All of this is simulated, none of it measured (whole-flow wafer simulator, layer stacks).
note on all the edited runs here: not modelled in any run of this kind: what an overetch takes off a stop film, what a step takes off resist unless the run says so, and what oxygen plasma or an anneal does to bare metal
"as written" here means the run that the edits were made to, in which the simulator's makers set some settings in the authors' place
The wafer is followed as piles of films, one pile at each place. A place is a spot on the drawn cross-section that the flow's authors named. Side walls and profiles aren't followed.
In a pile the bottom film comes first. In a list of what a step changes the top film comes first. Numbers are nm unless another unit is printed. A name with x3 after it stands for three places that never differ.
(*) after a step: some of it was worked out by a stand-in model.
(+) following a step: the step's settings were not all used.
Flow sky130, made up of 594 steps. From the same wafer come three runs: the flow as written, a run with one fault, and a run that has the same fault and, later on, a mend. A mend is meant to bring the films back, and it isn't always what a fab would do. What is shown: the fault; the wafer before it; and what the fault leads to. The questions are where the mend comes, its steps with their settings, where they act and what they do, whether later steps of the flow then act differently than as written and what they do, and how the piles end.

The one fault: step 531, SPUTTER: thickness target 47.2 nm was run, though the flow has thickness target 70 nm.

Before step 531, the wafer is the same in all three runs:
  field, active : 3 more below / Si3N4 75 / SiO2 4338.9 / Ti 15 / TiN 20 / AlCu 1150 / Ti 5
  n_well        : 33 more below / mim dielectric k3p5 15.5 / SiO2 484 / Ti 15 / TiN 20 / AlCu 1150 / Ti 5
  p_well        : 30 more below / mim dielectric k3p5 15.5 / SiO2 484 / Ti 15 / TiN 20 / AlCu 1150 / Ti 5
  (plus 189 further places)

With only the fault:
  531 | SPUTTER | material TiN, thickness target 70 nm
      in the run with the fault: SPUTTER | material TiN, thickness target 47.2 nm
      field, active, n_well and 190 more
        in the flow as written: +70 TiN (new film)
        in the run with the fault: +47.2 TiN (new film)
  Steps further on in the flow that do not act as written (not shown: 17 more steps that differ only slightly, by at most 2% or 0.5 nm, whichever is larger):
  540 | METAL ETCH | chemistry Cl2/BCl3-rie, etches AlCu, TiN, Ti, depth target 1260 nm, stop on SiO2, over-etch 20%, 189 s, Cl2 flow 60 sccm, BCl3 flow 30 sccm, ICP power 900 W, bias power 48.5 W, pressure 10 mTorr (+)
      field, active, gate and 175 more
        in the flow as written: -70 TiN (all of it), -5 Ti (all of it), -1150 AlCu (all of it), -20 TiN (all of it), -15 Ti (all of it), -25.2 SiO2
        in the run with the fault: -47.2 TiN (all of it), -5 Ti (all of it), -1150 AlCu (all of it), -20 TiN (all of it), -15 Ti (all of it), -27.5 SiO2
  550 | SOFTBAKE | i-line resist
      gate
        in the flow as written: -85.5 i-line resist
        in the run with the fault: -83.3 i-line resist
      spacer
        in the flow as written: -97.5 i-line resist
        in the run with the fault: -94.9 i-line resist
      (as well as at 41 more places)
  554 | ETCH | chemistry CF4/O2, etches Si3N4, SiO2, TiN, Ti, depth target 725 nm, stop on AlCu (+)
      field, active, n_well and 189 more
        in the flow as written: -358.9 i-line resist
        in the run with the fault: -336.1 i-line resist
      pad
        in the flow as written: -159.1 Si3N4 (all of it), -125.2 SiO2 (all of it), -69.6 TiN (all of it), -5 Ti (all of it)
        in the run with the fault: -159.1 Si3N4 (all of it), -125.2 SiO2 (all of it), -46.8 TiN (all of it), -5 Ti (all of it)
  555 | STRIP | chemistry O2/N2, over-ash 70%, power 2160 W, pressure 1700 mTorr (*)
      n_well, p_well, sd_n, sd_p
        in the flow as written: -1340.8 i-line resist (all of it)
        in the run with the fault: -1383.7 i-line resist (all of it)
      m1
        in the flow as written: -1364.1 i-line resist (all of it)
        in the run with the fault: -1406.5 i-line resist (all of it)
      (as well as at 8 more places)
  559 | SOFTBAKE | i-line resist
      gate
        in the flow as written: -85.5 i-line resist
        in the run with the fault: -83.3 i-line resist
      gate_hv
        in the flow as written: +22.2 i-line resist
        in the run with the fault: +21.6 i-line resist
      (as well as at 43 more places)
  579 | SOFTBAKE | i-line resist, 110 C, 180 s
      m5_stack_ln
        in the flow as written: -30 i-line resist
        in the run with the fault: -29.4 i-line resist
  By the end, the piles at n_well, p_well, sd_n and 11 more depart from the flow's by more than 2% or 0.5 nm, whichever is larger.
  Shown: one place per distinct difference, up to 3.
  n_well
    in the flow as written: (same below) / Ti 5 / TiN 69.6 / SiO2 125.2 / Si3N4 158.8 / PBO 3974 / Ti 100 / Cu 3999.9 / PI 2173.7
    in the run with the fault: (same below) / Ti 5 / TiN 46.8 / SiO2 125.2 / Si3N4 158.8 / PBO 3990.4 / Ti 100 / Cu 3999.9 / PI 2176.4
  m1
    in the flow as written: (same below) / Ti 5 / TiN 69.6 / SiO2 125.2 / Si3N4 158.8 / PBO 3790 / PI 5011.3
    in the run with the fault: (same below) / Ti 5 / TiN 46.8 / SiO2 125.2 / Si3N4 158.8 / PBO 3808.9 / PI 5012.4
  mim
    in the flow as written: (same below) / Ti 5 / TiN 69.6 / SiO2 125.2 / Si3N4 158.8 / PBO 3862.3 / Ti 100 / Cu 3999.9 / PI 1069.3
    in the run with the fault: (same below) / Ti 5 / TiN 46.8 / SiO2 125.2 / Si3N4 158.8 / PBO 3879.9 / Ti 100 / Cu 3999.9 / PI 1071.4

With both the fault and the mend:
  The mend follows step 538.
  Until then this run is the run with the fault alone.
  538a | STRIP | chemistry O2/N2, power 2160 W, pressure 1700 mTorr (*)
      n_well, p_well, sd_n and 9 more
        -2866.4 resist (all of it)
      m1, via4_hole
        -2868.5 resist (all of it)
      via4_enc
        -2866.3 resist (all of it)
  538b | SPUTTER | material TiN, thickness target 22.8 nm (the flow's step 531, run once more with other settings)
      field, active, n_well and 190 more
        +22.8 TiN
  538c | HMDS | 120 C, 60 s (the flow's step 533, run once more)
      does not change any film at any place that is followed
  538d | COAT | resist, thickness 2930 nm (the flow's step 534, run once more)
      n_well, p_well, gate_hv and 172 more
        +2930 resist (new film)
      field, active, gate and 13 more
        +2929.9 resist (new film)
      m1, via4_hole
        +2932.1 resist (new film)
  538e | SOFTBAKE | resist (the flow's step 535, run once more)
      field, active, gate, spacer, m1, sonos_cell, sonos_guard, sonos_guard_hv
        +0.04 resist
      nwell_res
        +0.03 resist
      pplus_nw
        +0.02 resist
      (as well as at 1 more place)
  538f | EXPOSE | photomask MM5, dose 309.9 mJ/cm2, NA 0.6, wavelength 365 nm (*) (the flow's step 536, run once more)
      does not change any film at any place that is followed
  538g | PEB | resist, 70.3 s (the flow's step 537, run once more)
      field, active, n_well and 188 more
        -63.6 resist
      m1, via4_hole
        -63.7 resist
  538h | DEVELOP | resist, thickness 2930 nm, developer TMAH-0.26N, 60 s (the flow's step 538, run once more)
      field, active, gate and 168 more
        -2866.4 resist (all of it)
      via1_hole, via1_enc, via2_hole, via2_enc, via3_hole, via3_enc, via_li1
        -2866.3 resist (all of it)
  Every later step of the flow that is run acts as written at every place that is followed.
  The piles end the same as the flow's at every place that both follow.
